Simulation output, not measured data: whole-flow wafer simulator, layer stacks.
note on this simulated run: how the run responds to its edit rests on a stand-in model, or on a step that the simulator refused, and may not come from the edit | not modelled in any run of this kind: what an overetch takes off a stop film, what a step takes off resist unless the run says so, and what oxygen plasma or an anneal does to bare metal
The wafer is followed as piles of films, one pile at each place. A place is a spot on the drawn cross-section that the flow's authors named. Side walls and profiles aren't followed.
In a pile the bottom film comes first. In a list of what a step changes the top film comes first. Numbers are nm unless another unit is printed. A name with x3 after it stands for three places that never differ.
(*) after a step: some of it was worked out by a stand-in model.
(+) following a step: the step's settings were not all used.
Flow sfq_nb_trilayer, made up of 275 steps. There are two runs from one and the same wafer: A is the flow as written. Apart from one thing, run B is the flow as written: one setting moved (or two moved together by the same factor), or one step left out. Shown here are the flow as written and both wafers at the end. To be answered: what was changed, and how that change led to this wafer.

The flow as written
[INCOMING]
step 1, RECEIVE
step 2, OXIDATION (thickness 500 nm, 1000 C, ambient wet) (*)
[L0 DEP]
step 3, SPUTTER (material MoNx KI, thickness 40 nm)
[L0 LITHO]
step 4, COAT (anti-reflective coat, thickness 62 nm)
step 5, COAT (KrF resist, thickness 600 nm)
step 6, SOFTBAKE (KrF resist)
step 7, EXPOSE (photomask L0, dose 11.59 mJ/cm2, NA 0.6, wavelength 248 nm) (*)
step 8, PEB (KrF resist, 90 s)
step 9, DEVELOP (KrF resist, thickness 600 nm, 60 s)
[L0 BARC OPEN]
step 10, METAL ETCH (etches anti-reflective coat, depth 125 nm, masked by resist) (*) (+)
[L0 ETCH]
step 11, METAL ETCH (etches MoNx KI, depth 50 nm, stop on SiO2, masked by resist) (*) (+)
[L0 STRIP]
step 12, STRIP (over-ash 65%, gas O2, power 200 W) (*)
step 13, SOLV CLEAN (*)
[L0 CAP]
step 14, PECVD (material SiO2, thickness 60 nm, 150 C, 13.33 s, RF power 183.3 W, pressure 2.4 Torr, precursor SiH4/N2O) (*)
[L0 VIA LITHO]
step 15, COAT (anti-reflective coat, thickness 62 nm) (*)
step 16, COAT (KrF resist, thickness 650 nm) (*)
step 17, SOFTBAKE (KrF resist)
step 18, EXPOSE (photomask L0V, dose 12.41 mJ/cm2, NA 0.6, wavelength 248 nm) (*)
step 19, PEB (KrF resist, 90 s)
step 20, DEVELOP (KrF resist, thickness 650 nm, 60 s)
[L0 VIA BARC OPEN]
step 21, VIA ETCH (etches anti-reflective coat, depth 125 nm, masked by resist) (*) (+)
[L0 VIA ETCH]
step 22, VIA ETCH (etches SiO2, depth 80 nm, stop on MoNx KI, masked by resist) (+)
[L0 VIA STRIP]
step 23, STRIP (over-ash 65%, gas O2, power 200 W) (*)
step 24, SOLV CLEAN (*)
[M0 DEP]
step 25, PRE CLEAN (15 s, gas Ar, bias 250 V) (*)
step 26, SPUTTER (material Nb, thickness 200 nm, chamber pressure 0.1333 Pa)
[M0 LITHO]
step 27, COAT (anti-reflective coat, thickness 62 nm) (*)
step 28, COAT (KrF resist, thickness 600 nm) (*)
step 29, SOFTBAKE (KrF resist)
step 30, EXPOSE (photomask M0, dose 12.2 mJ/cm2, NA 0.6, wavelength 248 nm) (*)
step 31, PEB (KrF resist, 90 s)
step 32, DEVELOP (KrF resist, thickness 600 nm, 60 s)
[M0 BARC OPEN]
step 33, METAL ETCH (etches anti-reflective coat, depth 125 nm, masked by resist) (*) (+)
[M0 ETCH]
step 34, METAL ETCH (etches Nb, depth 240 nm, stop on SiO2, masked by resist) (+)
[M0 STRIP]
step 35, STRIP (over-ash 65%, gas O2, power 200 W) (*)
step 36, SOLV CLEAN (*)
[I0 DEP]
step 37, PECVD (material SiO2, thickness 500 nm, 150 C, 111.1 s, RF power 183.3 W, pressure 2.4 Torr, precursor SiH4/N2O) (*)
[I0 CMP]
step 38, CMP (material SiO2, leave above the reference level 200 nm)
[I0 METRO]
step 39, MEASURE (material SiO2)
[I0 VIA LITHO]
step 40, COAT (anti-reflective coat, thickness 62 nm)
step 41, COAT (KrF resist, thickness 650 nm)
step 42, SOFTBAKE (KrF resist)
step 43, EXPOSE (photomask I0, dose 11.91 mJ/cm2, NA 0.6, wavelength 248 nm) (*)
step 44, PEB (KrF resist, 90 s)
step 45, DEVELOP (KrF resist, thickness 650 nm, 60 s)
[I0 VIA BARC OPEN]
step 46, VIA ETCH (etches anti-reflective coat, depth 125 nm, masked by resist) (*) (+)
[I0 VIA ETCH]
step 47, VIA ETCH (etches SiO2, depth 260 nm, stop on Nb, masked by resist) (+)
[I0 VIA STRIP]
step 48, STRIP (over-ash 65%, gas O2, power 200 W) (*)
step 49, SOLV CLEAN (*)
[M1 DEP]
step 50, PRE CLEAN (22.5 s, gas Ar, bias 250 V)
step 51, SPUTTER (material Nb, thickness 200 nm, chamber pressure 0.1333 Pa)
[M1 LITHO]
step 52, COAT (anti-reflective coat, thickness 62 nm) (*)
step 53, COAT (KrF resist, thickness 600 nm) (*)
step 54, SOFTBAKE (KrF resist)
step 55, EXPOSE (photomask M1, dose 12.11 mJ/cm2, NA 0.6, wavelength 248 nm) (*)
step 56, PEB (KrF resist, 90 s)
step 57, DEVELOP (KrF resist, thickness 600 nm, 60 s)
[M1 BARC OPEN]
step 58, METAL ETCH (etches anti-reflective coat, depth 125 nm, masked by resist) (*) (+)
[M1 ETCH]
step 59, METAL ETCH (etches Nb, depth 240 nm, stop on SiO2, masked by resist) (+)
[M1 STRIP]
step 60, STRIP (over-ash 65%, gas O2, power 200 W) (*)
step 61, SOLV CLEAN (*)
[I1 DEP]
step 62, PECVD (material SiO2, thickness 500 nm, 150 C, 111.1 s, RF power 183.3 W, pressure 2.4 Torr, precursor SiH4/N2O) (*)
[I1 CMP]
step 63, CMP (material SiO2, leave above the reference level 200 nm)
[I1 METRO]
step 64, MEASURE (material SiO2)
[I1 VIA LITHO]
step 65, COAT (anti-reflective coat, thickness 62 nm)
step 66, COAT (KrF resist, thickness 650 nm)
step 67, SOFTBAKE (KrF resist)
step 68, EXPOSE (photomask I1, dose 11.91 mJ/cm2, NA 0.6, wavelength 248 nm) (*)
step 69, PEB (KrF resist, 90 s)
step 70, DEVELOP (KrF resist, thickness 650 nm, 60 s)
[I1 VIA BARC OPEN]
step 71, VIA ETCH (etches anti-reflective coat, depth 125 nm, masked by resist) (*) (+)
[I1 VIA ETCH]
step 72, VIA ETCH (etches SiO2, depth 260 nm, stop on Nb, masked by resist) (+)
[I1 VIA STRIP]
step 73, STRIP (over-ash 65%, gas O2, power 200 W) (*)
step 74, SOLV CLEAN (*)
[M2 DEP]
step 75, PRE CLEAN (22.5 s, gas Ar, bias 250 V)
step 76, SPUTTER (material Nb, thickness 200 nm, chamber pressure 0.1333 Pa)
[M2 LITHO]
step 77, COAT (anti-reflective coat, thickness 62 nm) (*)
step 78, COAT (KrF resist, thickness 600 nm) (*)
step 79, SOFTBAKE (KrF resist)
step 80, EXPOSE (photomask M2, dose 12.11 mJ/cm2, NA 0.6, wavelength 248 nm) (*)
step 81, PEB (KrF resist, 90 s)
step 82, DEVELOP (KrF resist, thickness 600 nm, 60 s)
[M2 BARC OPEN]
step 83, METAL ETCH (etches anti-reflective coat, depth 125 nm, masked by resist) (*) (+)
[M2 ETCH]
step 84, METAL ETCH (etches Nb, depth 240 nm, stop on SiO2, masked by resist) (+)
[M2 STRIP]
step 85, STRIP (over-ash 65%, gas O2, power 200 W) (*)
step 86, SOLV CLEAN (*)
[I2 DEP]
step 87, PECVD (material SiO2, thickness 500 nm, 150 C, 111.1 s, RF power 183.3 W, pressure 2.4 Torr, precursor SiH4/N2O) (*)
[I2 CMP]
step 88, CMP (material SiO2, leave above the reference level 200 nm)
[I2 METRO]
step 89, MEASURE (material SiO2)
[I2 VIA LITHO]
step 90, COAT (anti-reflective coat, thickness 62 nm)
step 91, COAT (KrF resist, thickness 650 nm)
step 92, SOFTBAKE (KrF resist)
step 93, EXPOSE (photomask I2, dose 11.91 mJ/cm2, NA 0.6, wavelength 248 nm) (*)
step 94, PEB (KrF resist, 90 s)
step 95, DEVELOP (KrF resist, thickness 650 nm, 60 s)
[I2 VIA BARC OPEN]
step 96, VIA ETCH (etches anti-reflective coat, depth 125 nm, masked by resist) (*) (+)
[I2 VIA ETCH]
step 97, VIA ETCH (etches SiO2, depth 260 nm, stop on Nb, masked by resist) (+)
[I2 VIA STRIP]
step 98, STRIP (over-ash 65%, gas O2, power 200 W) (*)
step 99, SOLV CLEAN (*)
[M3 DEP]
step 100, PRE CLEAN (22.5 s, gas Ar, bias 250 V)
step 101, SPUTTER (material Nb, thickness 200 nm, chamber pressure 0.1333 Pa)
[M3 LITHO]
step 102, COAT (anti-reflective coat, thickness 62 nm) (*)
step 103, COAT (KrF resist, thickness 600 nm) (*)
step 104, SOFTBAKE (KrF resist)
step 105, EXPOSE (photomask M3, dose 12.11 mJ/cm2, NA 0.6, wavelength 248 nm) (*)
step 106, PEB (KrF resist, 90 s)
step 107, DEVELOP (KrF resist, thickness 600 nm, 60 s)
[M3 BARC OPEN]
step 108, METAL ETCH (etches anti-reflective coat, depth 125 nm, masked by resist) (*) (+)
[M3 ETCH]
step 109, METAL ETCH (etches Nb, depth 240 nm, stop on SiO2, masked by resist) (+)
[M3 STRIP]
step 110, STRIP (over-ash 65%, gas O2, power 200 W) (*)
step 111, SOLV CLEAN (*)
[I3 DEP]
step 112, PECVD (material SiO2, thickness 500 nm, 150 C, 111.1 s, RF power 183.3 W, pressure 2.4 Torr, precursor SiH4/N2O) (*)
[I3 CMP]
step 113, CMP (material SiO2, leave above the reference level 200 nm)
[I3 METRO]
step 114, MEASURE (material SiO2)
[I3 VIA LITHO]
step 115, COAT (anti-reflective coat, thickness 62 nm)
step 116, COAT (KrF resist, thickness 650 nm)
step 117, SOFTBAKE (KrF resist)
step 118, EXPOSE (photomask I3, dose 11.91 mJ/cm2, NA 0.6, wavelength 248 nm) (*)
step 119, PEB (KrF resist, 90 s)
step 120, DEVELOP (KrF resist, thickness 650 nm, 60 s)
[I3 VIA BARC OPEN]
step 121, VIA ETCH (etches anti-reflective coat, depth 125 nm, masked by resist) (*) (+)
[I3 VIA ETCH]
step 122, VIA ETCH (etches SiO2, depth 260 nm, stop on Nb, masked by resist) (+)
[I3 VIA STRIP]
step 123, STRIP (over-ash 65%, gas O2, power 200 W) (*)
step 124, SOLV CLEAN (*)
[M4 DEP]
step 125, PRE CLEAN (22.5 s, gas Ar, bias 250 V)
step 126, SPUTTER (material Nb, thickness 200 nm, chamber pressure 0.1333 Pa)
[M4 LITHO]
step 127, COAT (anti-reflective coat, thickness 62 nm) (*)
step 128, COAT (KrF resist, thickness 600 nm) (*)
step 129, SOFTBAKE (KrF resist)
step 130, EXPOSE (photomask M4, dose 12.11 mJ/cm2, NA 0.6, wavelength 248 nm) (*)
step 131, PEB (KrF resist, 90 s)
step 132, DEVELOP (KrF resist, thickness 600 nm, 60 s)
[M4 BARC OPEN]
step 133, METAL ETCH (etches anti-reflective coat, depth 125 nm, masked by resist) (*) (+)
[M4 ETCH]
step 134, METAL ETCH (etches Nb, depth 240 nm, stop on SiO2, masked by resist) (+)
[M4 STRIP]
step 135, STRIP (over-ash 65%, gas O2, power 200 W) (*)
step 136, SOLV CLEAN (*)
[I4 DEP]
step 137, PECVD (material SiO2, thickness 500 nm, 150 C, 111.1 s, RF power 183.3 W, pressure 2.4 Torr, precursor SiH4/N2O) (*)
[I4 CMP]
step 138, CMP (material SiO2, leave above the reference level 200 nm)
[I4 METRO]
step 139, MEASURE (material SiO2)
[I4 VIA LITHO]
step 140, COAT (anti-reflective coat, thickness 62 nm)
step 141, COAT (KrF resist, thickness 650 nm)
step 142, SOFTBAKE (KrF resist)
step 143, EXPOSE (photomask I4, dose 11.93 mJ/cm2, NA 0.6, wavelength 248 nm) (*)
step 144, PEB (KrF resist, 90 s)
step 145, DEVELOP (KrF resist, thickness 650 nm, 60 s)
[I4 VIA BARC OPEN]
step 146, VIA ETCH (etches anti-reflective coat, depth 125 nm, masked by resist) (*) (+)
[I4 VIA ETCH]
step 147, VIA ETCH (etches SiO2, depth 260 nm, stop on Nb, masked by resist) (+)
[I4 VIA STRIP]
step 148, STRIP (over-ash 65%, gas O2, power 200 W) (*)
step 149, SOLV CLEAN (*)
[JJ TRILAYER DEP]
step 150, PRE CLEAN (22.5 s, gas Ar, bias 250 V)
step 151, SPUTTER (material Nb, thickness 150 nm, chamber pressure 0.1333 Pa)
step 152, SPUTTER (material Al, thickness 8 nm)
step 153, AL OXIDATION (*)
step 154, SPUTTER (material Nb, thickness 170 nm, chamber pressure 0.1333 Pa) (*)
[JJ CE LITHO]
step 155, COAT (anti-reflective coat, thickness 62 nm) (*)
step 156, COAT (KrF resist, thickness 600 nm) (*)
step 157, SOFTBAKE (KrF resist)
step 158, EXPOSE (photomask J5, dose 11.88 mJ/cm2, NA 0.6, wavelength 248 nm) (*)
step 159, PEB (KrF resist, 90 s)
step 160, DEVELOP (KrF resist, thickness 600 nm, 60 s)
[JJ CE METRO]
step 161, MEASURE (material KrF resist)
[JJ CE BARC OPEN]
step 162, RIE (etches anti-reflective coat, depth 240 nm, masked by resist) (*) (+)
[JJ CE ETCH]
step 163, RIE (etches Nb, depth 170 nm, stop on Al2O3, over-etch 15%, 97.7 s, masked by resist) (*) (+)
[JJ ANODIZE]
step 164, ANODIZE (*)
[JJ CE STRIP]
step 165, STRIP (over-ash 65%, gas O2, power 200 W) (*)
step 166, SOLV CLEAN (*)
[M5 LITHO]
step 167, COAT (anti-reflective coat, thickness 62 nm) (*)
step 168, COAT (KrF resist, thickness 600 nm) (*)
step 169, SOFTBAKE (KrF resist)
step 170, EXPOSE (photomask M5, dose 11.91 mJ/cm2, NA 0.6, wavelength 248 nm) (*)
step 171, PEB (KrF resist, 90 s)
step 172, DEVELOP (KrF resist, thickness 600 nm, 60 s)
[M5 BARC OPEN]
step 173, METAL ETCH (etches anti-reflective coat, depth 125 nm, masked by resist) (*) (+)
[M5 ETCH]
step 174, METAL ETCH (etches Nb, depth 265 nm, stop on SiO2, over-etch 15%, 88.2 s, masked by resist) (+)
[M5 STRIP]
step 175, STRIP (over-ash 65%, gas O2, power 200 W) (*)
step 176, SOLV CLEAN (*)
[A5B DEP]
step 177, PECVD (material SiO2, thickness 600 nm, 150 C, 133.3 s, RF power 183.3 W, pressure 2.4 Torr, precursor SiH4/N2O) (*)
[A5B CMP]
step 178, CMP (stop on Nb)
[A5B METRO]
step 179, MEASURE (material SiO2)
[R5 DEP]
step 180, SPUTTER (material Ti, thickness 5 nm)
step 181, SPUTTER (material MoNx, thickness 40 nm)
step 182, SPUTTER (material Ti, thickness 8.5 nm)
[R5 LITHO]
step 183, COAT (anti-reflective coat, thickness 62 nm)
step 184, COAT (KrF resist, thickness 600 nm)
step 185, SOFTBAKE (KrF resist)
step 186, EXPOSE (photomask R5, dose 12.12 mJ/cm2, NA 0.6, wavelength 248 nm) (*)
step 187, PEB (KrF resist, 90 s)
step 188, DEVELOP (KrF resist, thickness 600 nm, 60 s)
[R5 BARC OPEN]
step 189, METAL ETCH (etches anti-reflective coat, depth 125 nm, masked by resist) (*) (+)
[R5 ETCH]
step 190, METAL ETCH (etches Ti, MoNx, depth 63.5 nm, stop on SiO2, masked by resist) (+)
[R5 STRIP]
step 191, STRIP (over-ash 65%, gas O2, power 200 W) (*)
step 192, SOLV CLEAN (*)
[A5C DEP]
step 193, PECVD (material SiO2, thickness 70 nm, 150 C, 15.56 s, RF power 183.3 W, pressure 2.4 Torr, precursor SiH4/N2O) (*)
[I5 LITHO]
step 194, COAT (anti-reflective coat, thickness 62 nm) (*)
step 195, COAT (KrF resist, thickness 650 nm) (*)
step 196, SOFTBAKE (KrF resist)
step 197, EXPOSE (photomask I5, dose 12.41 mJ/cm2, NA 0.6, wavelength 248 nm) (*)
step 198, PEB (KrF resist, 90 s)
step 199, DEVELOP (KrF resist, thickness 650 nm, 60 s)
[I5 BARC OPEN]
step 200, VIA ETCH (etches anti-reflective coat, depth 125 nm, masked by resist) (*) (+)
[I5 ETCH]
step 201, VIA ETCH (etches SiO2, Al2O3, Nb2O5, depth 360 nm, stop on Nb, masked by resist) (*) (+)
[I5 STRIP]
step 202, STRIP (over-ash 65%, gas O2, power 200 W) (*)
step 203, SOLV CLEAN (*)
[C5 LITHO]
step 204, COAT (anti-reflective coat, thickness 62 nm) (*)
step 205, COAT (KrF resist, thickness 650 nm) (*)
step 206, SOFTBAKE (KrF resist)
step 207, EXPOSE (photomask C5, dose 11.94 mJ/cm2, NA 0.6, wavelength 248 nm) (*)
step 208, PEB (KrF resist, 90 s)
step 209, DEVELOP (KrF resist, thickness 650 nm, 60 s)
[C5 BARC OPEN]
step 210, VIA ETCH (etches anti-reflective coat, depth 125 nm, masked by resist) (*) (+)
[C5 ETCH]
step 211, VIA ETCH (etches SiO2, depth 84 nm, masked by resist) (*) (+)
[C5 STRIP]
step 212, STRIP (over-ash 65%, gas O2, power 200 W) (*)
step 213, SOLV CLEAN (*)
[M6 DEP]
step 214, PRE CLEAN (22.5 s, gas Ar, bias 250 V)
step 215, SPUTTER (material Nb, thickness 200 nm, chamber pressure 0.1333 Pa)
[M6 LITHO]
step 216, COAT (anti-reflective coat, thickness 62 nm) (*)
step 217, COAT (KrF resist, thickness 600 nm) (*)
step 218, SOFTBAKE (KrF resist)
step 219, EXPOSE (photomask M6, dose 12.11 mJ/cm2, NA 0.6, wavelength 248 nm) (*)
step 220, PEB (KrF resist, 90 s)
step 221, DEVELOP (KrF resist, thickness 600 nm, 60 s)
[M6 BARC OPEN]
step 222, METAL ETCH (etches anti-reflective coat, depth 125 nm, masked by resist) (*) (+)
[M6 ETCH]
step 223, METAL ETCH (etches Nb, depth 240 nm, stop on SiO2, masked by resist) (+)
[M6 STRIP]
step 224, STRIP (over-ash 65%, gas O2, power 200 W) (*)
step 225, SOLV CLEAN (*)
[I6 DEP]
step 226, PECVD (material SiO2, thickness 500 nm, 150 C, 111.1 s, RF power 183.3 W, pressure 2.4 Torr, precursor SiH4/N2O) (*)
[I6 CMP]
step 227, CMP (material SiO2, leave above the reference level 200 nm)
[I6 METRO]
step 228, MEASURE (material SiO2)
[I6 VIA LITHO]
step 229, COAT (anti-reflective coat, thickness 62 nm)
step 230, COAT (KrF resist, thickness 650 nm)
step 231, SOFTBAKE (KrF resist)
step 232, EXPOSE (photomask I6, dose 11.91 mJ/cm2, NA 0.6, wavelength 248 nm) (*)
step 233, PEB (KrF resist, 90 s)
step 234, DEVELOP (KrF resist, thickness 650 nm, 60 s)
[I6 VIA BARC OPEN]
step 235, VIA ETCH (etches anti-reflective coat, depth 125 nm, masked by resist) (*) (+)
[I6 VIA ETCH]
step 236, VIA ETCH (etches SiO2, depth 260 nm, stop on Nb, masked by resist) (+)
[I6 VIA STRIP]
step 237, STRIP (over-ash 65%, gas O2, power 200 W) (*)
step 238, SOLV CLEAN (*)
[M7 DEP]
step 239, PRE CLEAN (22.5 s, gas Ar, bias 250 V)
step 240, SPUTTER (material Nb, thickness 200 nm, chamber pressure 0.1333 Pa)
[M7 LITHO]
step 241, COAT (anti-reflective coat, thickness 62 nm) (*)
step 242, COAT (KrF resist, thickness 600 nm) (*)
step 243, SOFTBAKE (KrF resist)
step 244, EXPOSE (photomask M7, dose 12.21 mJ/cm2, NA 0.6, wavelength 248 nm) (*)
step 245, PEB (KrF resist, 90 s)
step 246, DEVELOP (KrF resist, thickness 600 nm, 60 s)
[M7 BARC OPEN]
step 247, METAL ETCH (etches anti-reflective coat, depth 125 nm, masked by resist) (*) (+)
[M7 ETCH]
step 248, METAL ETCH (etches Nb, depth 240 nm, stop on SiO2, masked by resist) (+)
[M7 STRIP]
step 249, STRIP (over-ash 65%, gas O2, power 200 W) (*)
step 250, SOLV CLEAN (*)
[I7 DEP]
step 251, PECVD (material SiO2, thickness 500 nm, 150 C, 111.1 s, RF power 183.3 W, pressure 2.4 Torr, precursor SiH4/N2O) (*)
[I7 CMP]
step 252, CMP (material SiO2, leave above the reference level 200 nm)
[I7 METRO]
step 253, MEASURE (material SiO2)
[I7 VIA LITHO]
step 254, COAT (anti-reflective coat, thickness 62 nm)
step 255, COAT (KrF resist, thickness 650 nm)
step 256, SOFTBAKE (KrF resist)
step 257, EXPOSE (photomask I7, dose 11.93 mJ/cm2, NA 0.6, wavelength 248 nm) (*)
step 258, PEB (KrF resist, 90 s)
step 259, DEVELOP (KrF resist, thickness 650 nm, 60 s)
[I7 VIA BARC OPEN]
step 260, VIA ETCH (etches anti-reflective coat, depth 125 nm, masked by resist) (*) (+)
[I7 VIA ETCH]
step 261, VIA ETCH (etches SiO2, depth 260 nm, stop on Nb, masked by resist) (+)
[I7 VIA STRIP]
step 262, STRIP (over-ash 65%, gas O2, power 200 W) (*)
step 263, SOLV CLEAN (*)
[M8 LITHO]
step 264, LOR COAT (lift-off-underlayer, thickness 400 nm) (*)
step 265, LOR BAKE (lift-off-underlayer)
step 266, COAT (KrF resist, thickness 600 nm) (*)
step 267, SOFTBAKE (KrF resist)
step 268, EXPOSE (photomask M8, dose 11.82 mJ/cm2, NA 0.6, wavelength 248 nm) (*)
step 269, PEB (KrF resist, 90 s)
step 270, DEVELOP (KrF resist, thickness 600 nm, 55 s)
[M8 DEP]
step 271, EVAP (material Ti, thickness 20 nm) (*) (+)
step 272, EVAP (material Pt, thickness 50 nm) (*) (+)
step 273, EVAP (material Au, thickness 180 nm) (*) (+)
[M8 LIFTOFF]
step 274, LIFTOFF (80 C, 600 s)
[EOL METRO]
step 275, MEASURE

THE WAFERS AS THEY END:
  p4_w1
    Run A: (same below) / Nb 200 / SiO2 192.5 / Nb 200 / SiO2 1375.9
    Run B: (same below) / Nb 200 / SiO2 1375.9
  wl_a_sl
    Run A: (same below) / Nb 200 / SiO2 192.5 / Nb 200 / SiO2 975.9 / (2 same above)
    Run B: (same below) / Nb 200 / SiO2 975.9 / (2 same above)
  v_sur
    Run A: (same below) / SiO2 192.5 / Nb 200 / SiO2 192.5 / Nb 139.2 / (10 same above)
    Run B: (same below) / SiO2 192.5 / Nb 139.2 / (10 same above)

The reason: step 101, SPUTTER: material Nb, thickness 200 nm, chamber pressure 0.1333 Pa, was omitted.

The path from the change to this, step by step:
  step 102, COAT (anti-reflective coat, thickness 62 nm) (*)
      via_wl, via_wr: A +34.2 anti-reflective coat (new film) | B +27 anti-reflective coat (new film)
      v_sur: A +61.1 anti-reflective coat (new film) | B +58.6 anti-reflective coat (new film)
      (as well as at 1 more place)
  step 103, COAT (KrF resist, thickness 600 nm) (*)
      via_w: A +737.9 KrF resist (new film) | B +717.4 KrF resist (new film)
  step 109, METAL ETCH (etches Nb, depth 240 nm, stop on SiO2, masked by resist) (+)
      field_l, be, be_sur and 72 more: A -200 Nb (all of it) | B nothing
  step 110, STRIP (over-ash 65%, gas O2, power 200 W) (*)
      via_wl, via_wr: A -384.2 KrF resist (all of it), -34.2 anti-reflective coat (all of it) | B -392.4 KrF resist (all of it), -27 anti-reflective coat (all of it)
      v_sur: A -365.3 KrF resist (all of it), -61.1 anti-reflective coat (all of it) | B -368.2 KrF resist (all of it), -58.6 anti-reflective coat (all of it)
      (as well as at 1 more place)
  step 112, PECVD (material SiO2, thickness 500 nm, 150 C, 111.1 s, RF power 183.3 W, pressure 2.4 Torr, precursor SiH4/N2O) (*)
      v_sur, via_wl, via_wr and 27 more: A +500 SiO2 (new film) | B +500 SiO2
      p4_g1, p4_g2, p3_s0, p3_s1, p3_s2, p3_s3, p3_s4, p3_s5: A +557.1 SiO2 | B +500 SiO2
      (as well as at 1 more place)
  step 113, CMP (material SiO2, leave above the reference level 200 nm)
      field_l, be, be_sur and 64 more: A -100 SiO2 | B -492.3 SiO2
      v_sur, via_wl, via_wr and 27 more: A -300 SiO2 | B -492.5 SiO2
      (as well as at 9 more places)
  step 122, VIA ETCH (etches SiO2, depth 260 nm, stop on Nb, masked by resist) (+)
      via_v: A -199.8 SiO2 (all of it) | B -260 SiO2
  step 125, PRE CLEAN (22.5 s, gas Ar, bias 250 V)
      via_v: A -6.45 Nb | B -7.5 SiO2
  step 126, SPUTTER (material Nb, thickness 200 nm, chamber pressure 0.1333 Pa)
      via_v: A +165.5 Nb | B +152.6 Nb (new film)
  step 127, COAT (anti-reflective coat, thickness 62 nm) (*)
      via_sp: A +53 anti-reflective coat (new film) | B +50.1 anti-reflective coat (new film)
      via_v: A +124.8 anti-reflective coat (new film) | B +128.7 anti-reflective coat (new film)
      (as well as at 1 more place)
  step 128, COAT (KrF resist, thickness 600 nm) (*)
      via_v: A +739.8 KrF resist (new film) | B +797.3 KrF resist (new film)
  step 135, STRIP (over-ash 65%, gas O2, power 200 W) (*)
      via_sp: A -373.9 KrF resist (all of it), -53 anti-reflective coat (all of it) | B -369.8 KrF resist (all of it), -50.1 anti-reflective coat (all of it)
      via_v: A -521.8 KrF resist (all of it), -124.8 anti-reflective coat (all of it) | B -579.2 KrF resist (all of it), -128.7 anti-reflective coat (all of it)
      (as well as at 1 more place)
  step 137, PECVD (material SiO2, thickness 500 nm, 150 C, 111.1 s, RF power 183.3 W, pressure 2.4 Torr, precursor SiH4/N2O) (*)
      via_v: A +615 SiO2 (new film) | B +664.6 SiO2 (new film)
  step 138, CMP (material SiO2, leave above the reference level 200 nm)
      via_v: A -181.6 SiO2 | B -157.1 SiO2
  step 167, COAT (anti-reflective coat, thickness 62 nm) (*)
      jj_sur: A +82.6 anti-reflective coat (new film) | B +80.9 anti-reflective coat (new film)
      ce_l: A +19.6 anti-reflective coat (new film) | B +17.1 anti-reflective coat (new film)
      (as well as at 1 more place)
  step 175, STRIP (over-ash 65%, gas O2, power 200 W) (*)
      jj_sur: A -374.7 KrF resist (all of it), -82.6 anti-reflective coat (all of it) | B -375.9 KrF resist (all of it), -80.9 anti-reflective coat (all of it)
      ce_l: A -299.6 KrF resist (all of it), -19.6 anti-reflective coat (all of it) | B -301.7 KrF resist (all of it), -17.1 anti-reflective coat (all of it)
      (as well as at 1 more place)
If metal films that touch count as one body, p4_w1 has 2 bodies (between them, from the top down: SiO2 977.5); the flow as written gives 3 bodies (between them, from the top down: SiO2 192.5; SiO2 977.5).
If metal films that touch count as one body, wl_a_sl has 5 bodies (between them, from the top down: SiO2 975.9; SiO2 192.5; SiO2 192.5; SiO2 192.5); the flow as written gives 6 bodies (between them, from the top down: SiO2 975.9; SiO2 192.5; SiO2 192.5; SiO2 192.5; SiO2 192.5).
If metal films that touch count as one body, v_sur has 8 bodies (between them, from the top down: SiO2 200; SiO2 192.5; SiO2 209 / Al2O3 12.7 / Nb2O5 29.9; SiO2 192.5; SiO2 192.5; SiO2 192.5; SiO2 192.5); the flow as written gives 9 bodies (between them, from the top down: SiO2 200; SiO2 192.5; SiO2 209 / Al2O3 12.7 / Nb2O5 29.9; SiO2 192.5; SiO2 192.5; SiO2 192.5; SiO2 192.5; SiO2 192.5).
